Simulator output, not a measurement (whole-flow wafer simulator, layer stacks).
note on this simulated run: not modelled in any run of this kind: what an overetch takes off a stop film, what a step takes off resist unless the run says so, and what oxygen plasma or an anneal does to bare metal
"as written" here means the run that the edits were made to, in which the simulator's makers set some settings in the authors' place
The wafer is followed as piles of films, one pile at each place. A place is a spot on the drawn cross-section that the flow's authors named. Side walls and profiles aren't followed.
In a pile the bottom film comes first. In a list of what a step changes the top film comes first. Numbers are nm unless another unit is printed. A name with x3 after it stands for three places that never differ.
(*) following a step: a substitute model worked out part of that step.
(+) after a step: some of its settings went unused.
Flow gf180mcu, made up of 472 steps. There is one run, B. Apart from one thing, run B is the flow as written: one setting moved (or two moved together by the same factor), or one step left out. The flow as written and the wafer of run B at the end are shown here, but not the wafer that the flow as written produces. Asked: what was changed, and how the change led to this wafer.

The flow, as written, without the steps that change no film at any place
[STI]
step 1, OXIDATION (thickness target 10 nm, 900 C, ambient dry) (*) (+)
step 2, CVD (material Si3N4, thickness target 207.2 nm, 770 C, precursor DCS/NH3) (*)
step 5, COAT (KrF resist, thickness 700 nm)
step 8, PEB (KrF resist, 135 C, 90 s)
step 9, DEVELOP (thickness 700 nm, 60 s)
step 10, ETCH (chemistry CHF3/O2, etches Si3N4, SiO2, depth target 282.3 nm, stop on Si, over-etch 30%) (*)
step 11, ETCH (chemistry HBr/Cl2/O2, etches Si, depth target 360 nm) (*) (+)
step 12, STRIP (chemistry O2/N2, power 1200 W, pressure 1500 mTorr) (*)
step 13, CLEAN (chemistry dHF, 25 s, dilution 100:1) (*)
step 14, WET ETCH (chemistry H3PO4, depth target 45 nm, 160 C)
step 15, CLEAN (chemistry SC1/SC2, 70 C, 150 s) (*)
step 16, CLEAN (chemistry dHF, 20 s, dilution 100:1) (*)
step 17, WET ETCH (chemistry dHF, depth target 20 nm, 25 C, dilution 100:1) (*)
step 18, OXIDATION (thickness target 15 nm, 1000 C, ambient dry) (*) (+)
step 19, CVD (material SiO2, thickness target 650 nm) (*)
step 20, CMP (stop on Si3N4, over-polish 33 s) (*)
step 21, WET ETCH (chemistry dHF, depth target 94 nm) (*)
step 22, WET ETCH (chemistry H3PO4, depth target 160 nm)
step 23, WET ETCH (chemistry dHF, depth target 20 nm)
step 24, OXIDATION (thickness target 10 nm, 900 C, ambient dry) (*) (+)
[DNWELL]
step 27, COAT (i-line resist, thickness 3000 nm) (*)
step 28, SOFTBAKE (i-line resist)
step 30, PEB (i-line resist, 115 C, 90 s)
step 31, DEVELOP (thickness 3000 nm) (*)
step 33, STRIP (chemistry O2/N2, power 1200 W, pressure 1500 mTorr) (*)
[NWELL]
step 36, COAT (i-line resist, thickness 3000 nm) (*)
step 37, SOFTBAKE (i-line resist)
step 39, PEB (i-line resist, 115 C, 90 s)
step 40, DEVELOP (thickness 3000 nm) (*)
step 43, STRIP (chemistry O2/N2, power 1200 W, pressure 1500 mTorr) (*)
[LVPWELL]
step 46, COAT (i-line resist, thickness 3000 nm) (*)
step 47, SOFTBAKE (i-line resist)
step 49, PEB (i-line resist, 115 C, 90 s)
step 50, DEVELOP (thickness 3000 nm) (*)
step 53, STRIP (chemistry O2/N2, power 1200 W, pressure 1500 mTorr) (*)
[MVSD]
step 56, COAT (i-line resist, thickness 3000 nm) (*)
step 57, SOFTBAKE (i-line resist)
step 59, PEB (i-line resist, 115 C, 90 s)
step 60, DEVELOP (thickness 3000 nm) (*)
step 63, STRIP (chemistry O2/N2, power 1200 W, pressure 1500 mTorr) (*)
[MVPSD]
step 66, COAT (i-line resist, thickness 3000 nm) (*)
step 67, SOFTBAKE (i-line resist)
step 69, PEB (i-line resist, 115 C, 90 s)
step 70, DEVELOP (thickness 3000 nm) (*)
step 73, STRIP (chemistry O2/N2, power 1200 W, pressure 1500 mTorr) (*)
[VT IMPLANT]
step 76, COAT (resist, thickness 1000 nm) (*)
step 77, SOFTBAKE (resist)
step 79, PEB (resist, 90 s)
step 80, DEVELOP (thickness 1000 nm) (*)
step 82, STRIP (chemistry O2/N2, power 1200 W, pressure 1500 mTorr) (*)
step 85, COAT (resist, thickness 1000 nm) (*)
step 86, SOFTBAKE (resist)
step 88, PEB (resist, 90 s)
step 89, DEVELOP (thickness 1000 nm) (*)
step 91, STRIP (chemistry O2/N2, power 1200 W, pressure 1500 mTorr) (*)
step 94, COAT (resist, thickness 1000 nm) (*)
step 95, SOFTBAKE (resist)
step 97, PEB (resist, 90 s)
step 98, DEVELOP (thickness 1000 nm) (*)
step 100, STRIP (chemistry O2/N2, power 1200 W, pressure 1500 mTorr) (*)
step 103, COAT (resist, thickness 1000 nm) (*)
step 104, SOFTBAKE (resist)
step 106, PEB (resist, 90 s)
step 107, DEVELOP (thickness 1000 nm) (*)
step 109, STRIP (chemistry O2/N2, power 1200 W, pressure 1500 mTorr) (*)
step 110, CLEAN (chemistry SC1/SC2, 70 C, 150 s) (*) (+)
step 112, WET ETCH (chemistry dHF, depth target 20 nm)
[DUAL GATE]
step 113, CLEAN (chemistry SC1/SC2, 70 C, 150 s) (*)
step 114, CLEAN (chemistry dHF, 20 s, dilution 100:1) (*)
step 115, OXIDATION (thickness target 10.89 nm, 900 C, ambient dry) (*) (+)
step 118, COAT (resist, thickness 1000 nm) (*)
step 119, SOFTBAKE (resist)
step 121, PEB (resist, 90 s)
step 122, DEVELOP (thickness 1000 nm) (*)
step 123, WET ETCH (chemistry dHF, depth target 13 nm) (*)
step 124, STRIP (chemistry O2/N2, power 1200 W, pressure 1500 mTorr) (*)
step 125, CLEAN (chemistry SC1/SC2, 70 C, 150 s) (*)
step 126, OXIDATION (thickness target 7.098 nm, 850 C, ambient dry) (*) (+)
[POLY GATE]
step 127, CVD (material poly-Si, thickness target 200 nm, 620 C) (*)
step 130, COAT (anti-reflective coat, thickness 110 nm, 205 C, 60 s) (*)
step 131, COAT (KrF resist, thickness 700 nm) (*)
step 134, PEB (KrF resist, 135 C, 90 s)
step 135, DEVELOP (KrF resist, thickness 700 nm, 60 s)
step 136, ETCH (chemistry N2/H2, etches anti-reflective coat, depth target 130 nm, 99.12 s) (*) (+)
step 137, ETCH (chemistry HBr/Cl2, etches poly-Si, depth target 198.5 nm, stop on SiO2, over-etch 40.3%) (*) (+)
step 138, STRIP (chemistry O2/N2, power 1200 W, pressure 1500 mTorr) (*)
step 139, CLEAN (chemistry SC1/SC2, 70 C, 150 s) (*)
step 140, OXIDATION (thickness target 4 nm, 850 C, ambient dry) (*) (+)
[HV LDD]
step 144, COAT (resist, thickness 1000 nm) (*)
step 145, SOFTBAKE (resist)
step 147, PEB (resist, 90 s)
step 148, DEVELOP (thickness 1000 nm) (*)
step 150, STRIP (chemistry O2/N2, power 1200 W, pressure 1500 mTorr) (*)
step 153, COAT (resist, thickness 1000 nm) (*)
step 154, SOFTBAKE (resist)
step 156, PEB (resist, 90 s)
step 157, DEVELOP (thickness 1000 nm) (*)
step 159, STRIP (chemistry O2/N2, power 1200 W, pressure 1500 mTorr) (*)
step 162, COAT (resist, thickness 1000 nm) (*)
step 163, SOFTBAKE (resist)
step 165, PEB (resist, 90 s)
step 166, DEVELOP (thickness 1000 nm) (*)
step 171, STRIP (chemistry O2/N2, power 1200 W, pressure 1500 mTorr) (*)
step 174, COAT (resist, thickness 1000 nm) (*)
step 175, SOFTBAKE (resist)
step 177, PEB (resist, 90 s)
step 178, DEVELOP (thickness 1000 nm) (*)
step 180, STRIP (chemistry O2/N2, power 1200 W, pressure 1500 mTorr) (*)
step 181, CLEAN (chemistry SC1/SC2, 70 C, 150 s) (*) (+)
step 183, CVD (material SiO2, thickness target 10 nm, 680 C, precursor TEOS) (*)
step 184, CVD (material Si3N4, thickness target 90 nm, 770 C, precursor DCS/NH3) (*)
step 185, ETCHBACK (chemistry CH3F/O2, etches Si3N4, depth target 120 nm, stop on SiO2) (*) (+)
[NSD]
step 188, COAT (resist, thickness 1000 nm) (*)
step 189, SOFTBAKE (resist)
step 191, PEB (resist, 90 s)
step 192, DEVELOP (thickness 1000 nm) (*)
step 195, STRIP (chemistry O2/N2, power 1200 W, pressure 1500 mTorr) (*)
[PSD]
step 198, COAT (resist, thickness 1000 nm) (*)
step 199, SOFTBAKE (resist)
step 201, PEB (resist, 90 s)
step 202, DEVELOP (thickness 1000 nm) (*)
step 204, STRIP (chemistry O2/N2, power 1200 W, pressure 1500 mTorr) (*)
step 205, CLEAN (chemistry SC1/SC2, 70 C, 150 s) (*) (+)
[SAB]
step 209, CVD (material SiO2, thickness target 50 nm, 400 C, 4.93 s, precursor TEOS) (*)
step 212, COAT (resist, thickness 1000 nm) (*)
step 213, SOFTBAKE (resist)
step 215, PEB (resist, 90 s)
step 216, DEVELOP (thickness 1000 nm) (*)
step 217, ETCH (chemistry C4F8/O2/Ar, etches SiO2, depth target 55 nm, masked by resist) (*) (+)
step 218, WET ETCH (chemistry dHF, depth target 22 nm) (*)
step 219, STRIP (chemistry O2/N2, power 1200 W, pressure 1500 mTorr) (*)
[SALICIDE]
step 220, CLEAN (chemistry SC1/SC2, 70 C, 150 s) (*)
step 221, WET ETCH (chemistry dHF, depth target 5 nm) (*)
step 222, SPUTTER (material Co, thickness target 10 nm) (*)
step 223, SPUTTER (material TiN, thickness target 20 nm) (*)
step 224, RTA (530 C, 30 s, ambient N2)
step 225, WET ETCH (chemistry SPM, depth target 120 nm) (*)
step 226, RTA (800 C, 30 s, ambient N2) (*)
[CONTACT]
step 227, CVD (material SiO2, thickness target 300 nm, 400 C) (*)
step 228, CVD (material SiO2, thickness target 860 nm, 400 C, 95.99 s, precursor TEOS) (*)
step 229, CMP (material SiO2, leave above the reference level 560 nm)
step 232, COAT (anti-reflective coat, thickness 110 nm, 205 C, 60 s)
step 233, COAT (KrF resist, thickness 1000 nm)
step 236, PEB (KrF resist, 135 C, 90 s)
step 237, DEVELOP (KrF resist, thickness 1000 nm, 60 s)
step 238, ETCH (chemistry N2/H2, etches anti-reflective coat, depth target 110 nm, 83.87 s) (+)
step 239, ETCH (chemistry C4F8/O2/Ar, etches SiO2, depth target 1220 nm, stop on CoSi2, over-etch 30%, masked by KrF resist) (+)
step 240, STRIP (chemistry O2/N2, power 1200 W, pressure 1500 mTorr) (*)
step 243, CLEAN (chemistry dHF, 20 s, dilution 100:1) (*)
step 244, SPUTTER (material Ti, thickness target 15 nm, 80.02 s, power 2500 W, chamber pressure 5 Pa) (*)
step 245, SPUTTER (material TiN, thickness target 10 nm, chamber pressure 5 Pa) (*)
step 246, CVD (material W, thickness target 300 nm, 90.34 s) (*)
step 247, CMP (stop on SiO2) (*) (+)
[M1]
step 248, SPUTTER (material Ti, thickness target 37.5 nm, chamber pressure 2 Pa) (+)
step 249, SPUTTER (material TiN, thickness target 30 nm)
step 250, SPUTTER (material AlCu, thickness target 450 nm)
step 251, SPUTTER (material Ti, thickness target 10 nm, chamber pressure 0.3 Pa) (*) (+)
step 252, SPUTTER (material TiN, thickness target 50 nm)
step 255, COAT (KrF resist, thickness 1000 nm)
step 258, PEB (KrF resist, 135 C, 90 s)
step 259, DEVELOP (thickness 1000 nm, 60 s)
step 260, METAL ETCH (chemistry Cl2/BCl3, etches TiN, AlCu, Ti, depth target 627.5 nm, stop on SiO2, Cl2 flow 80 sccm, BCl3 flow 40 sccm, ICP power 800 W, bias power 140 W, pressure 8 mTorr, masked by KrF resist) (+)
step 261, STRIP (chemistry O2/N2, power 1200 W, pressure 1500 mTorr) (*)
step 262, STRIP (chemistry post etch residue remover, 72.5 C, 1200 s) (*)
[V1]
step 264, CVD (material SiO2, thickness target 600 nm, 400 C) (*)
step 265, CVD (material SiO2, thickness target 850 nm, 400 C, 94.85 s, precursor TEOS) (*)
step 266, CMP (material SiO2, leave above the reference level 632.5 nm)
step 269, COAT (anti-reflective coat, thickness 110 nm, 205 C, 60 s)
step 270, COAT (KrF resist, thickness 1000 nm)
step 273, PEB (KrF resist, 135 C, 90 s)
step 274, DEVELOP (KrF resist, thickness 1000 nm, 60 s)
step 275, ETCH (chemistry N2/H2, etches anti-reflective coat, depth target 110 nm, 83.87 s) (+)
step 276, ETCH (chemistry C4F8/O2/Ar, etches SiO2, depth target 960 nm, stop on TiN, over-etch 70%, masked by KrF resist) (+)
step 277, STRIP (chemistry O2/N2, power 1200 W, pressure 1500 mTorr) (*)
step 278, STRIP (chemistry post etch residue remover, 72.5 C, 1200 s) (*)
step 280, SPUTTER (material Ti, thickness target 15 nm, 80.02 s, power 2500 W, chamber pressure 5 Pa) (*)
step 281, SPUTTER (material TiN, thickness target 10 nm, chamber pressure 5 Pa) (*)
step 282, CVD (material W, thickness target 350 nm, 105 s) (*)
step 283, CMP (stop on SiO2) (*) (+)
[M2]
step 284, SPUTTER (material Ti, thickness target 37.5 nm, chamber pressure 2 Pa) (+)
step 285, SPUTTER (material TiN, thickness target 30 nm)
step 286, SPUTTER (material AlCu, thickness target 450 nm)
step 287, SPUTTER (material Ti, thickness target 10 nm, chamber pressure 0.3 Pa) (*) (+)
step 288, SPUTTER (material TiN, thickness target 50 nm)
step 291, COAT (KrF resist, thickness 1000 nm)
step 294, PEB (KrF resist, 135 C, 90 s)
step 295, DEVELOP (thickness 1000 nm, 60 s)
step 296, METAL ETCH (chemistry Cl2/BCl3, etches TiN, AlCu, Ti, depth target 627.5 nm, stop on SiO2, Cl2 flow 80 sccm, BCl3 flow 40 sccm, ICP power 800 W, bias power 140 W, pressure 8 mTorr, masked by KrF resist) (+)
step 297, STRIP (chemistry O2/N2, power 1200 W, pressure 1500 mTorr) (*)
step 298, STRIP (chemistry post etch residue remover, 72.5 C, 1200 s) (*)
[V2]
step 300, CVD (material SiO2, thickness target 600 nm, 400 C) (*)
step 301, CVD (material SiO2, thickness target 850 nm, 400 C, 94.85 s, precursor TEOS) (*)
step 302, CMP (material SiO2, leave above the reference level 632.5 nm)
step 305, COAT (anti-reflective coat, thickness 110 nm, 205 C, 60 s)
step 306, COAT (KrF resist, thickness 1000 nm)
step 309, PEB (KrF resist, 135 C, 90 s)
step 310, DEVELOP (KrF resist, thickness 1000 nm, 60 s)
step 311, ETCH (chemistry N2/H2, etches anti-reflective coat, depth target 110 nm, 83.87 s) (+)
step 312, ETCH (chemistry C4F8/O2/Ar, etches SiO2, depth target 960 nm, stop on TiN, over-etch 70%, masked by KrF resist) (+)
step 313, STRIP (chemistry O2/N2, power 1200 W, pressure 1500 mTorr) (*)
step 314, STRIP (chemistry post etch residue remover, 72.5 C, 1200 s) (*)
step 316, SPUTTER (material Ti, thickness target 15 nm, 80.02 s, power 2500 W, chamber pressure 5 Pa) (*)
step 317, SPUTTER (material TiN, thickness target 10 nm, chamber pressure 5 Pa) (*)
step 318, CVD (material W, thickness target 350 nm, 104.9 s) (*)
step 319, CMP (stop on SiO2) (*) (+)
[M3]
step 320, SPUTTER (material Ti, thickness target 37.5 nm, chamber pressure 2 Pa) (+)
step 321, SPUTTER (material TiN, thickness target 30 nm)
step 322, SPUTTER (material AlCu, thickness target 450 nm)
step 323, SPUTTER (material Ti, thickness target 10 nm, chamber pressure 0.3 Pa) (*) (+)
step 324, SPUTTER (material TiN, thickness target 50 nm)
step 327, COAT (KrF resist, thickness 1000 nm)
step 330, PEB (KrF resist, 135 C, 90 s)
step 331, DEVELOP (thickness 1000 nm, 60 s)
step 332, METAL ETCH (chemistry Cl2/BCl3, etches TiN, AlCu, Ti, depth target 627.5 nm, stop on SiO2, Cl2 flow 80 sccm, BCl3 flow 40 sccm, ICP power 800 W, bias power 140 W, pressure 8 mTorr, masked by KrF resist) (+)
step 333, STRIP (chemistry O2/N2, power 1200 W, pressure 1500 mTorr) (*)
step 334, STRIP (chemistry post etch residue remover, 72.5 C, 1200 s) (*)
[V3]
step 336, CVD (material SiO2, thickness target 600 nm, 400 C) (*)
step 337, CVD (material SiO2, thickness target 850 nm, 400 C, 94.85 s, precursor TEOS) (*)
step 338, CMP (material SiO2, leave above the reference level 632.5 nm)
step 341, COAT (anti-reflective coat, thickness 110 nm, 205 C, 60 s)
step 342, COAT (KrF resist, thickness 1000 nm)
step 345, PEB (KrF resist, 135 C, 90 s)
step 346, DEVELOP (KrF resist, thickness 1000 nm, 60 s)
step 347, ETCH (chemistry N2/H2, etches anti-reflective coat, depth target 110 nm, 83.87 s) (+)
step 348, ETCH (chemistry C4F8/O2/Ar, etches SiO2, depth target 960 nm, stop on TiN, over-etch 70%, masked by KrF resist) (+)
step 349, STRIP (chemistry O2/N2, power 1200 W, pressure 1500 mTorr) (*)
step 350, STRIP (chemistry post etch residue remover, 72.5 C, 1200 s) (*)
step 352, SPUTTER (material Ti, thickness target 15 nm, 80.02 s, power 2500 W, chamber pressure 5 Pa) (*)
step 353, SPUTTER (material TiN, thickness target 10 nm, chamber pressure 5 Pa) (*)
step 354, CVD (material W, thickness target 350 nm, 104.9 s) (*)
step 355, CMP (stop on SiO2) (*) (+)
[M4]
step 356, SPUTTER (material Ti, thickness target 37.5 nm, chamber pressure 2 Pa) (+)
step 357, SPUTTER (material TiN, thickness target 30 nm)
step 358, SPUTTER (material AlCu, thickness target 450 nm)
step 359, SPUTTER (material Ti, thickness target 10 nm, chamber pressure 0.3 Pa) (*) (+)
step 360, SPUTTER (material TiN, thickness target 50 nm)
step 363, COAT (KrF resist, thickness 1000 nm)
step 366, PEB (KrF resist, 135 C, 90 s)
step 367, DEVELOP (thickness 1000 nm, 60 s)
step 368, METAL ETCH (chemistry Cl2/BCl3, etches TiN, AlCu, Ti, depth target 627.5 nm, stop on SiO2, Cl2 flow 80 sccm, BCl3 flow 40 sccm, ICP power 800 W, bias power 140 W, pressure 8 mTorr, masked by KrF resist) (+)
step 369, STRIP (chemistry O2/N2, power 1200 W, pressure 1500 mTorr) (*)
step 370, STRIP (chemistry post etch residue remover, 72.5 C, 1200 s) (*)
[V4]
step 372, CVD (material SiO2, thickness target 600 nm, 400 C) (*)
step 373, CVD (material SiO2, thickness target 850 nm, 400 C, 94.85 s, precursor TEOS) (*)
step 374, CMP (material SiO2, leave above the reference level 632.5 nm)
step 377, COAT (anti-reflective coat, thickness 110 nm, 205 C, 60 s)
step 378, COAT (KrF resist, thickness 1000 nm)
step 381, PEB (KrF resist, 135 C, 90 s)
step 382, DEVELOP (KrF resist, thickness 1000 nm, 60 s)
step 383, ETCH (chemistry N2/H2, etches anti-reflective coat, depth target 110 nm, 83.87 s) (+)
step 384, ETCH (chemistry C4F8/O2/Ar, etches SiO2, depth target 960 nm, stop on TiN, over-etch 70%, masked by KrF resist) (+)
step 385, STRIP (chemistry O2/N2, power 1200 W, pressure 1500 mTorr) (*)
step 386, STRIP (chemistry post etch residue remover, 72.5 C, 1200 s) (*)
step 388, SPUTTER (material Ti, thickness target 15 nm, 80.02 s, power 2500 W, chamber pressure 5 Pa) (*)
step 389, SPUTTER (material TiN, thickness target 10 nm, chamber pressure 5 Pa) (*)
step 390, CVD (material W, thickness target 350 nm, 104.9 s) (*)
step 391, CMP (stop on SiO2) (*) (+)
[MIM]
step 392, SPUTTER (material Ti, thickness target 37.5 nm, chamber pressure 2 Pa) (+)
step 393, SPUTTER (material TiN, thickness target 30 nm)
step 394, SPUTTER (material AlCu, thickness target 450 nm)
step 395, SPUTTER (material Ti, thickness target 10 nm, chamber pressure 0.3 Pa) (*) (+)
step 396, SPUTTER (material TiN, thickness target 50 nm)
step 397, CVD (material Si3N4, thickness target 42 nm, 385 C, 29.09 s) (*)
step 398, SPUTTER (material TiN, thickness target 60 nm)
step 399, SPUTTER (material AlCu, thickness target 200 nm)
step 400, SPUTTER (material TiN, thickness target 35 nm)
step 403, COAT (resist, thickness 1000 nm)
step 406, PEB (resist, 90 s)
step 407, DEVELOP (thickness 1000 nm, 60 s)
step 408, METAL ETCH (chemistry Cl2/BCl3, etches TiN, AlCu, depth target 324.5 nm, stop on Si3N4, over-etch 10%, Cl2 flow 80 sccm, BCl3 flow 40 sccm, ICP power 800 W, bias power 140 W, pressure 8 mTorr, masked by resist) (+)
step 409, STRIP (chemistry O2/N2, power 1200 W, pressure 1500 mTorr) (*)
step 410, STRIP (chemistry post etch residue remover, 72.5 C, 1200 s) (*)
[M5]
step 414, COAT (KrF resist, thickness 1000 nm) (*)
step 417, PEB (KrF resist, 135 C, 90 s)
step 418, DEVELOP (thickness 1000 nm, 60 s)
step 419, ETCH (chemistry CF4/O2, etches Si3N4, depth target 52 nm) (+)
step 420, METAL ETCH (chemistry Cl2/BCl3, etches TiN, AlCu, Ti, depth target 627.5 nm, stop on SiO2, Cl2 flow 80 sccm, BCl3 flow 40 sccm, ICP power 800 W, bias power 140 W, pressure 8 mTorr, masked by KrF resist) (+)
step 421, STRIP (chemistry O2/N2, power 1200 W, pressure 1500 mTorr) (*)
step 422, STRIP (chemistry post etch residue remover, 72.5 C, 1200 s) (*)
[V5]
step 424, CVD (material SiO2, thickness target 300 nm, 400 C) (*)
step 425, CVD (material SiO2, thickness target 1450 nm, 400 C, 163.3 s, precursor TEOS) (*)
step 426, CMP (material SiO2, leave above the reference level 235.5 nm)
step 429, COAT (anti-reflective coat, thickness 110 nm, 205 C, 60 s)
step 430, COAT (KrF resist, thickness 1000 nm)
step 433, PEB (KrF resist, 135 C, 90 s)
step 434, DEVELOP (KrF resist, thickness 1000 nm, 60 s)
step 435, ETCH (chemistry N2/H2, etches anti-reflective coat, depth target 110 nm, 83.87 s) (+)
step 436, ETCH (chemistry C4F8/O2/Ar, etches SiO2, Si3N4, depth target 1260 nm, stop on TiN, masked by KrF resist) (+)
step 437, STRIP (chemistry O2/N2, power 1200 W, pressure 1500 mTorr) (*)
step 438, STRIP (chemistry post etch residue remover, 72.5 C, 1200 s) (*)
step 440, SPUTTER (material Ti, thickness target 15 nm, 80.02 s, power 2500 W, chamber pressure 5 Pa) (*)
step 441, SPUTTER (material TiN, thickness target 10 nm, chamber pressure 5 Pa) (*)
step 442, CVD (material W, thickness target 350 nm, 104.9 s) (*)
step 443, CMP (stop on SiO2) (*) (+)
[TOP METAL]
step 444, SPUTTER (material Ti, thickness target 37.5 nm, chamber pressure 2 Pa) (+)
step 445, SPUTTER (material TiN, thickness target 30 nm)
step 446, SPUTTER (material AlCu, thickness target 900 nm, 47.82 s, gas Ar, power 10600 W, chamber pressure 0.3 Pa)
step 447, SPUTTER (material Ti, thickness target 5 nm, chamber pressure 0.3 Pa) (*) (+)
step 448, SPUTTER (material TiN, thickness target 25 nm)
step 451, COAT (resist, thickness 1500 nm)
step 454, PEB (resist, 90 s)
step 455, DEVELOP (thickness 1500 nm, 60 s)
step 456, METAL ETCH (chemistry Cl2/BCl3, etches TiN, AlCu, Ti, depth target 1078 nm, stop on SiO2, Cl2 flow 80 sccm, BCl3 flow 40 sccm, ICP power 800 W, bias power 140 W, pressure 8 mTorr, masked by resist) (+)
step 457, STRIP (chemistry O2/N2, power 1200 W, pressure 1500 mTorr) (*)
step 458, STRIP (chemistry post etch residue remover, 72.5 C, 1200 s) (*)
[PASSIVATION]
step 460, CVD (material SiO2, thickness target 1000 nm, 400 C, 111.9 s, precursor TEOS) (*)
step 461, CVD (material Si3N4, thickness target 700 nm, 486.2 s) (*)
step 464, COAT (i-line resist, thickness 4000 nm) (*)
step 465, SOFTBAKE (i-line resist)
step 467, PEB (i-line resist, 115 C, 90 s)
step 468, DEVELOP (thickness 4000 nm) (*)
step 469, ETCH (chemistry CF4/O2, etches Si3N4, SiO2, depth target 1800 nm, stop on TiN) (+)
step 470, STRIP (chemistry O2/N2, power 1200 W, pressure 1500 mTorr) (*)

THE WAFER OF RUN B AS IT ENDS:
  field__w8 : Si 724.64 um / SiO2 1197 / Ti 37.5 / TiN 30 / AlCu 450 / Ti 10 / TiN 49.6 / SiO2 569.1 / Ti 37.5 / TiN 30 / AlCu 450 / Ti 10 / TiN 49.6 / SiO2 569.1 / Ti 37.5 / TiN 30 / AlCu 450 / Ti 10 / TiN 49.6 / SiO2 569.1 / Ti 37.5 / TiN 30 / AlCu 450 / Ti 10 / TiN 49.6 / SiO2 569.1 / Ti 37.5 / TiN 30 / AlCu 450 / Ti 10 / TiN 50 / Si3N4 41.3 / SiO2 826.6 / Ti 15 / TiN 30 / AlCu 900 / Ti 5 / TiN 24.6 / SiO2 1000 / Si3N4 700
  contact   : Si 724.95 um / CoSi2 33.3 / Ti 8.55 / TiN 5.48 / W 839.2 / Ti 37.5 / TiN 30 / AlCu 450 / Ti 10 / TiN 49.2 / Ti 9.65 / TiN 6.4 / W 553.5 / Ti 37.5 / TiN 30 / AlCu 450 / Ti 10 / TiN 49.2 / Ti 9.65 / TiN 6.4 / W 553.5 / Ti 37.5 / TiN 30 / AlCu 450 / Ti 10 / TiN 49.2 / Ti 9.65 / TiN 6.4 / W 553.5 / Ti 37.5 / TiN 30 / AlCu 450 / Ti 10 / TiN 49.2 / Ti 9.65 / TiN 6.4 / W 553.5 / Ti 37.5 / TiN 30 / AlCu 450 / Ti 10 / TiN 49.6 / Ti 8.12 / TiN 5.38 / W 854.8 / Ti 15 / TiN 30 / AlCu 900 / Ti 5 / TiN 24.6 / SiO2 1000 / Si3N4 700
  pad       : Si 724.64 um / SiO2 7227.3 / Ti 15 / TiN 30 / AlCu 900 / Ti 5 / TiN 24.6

The reason: step 444, SPUTTER: thickness target 15 nm was run, while the flow as written has thickness target 37.5 nm.
The wafer itself shows it: field__w8 has Ti 15, and step 444 as written asks for 37.5 nm.

How this came from the change, step by step:
  step 444, SPUTTER (material Ti, thickness target 37.5 nm, chamber pressure 2 Pa) (+)
      field, field__w1, field__w2 and 109 more: Ti gains 15 (new film) (it would be, as written: Ti gains 37.5 (new film))
  step 456, METAL ETCH (chemistry Cl2/BCl3, etches TiN, AlCu, Ti, depth target 1078 nm, stop on SiO2, Cl2 flow 80 sccm, BCl3 flow 40 sccm, ICP power 800 W, bias power 140 W, pressure 8 mTorr, masked by resist) (+)
      field, field__w1, field__w2 and 103 more: TiN loses 25 (all of it), Ti loses 5 (all of it), AlCu loses 900 (all of it), TiN loses 30 (all of it), Ti loses 15 (all of it) (it would be, as written: TiN loses 25 (all of it), Ti loses 5 (all of it), AlCu loses 900 (all of it), TiN loses 30 (all of it), Ti loses 37.5 (all of it))
  step 465, SOFTBAKE (i-line resist)
      field__w5, field__w9: i-line resist gains 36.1 (it would be, as written: i-line resist gains 37.3)
      field__w13, nw_enc_fld_lv__w4: i-line resist gains 36.7 (it would be, as written: i-line resist gains 37.9)
      (and at 60 other places as well)
